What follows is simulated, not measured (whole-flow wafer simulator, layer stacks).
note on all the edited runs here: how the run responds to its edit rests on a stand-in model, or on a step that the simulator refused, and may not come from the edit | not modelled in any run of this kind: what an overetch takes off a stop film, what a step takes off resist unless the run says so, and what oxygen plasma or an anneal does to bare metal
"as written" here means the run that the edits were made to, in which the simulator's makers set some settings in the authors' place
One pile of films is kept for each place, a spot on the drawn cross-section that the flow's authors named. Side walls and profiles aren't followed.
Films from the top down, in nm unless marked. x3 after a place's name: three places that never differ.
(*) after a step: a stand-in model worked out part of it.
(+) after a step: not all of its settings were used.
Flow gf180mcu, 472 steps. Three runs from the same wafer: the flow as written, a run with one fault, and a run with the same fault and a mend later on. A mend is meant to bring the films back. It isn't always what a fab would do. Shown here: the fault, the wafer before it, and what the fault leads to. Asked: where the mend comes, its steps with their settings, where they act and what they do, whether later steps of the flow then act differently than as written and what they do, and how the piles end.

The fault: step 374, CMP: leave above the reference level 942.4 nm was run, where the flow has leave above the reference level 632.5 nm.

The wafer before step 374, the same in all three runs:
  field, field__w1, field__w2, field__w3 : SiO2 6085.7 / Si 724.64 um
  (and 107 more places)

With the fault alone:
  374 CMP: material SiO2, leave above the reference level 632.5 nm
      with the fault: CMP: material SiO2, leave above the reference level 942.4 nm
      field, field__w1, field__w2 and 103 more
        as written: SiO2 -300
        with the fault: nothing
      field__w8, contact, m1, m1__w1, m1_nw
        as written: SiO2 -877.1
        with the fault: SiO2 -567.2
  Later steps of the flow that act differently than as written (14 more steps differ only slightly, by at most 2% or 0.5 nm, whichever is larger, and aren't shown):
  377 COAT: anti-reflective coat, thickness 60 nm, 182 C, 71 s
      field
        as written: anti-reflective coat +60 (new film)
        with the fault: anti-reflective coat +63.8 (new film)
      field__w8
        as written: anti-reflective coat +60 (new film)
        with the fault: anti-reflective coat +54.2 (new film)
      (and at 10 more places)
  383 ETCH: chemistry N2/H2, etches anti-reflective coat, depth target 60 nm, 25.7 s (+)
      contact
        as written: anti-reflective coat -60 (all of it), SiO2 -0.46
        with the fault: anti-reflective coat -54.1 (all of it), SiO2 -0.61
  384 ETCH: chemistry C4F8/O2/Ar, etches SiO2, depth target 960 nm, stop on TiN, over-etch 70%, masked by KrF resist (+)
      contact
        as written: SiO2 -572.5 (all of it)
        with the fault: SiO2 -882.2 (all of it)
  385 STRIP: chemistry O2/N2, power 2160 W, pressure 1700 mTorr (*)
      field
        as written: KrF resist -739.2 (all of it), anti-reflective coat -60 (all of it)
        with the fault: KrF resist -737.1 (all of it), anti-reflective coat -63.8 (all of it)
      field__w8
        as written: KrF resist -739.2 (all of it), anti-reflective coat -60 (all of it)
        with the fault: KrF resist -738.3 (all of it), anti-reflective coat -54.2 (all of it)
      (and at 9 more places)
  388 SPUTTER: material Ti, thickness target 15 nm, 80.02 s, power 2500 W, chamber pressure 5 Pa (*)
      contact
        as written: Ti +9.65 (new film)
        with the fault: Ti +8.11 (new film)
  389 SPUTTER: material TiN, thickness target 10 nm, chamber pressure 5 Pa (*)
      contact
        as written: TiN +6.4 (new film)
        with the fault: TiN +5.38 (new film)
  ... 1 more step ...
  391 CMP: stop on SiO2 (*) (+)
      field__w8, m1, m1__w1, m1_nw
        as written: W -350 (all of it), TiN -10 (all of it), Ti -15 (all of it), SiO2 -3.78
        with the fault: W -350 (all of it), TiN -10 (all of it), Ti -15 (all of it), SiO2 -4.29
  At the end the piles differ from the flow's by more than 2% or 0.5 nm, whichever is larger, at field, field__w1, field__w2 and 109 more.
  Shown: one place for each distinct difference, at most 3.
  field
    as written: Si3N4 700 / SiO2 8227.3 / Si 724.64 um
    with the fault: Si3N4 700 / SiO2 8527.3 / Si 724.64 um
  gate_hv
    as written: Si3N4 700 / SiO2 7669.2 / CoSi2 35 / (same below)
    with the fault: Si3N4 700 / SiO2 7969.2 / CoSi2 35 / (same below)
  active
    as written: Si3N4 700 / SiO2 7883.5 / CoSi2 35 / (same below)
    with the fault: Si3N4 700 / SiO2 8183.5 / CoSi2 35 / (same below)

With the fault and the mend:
  The mend comes after step 382.
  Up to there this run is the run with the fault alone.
  382a STRIP: chemistry O2/N2, power 2160 W, pressure 1700 mTorr (*)
      field__w2, field__w3, field__w6 and 35 more
        KrF resist -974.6 (all of it), anti-reflective coat -60 (all of it)
      iso_ptap_pw, iso_ntap_nw, iso_nw_fld and 33 more
        KrF resist -974.5 (all of it), anti-reflective coat -60 (all of it)
      p_well, sti, spacer, sd_n, mim_1p0, pad, dice_street
        KrF resist -974.5 (all of it), anti-reflective coat -60.1 (all of it)
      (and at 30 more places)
  382b CMP: material SiO2, leave above the reference level 632.5 nm (the flow's step 374 once more)
      field, field__w1, field__w2 and 103 more
        SiO2 -300
      field__w8, contact, m1, m1__w1, m1_nw
        SiO2 -309.9
  382c HMDS: 120 C, 60 s (the flow's step 376 once more)
      changes no film at any place that is followed
  382d COAT: anti-reflective coat, thickness 60 nm, 182 C, 71 s (the flow's step 377 once more)
      field, field__w1, field__w2 and 108 more
        anti-reflective coat +60 (new film)
  382e COAT: KrF resist, thickness 1000 nm (the flow's step 378 once more)
      field, field__w1, field__w2 and 108 more
        KrF resist +1000 (new film)
  382f SOFTBAKE: KrF resist (the flow's step 379 once more)
      changes no film at any place that is followed
  382g EXPOSE: photomask Via4 (the flow's step 380 once more)
      changes no film at any place that is followed
  382h PEB: KrF resist, 135 C, 90 s (the flow's step 381 once more)
      field, field__w1, field__w2 and 108 more
        KrF resist -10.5
  382i DEVELOP: KrF resist, thickness 1000 nm, 60 s (the flow's step 382 once more)
      field, field__w1, field__w2 and 107 more
        KrF resist -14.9
      contact
        KrF resist -989.5 (all of it)
  No later step of the flow acts differently than as written at any place that is followed.
  At the end the piles are the same as the flow's at every place that both follow.
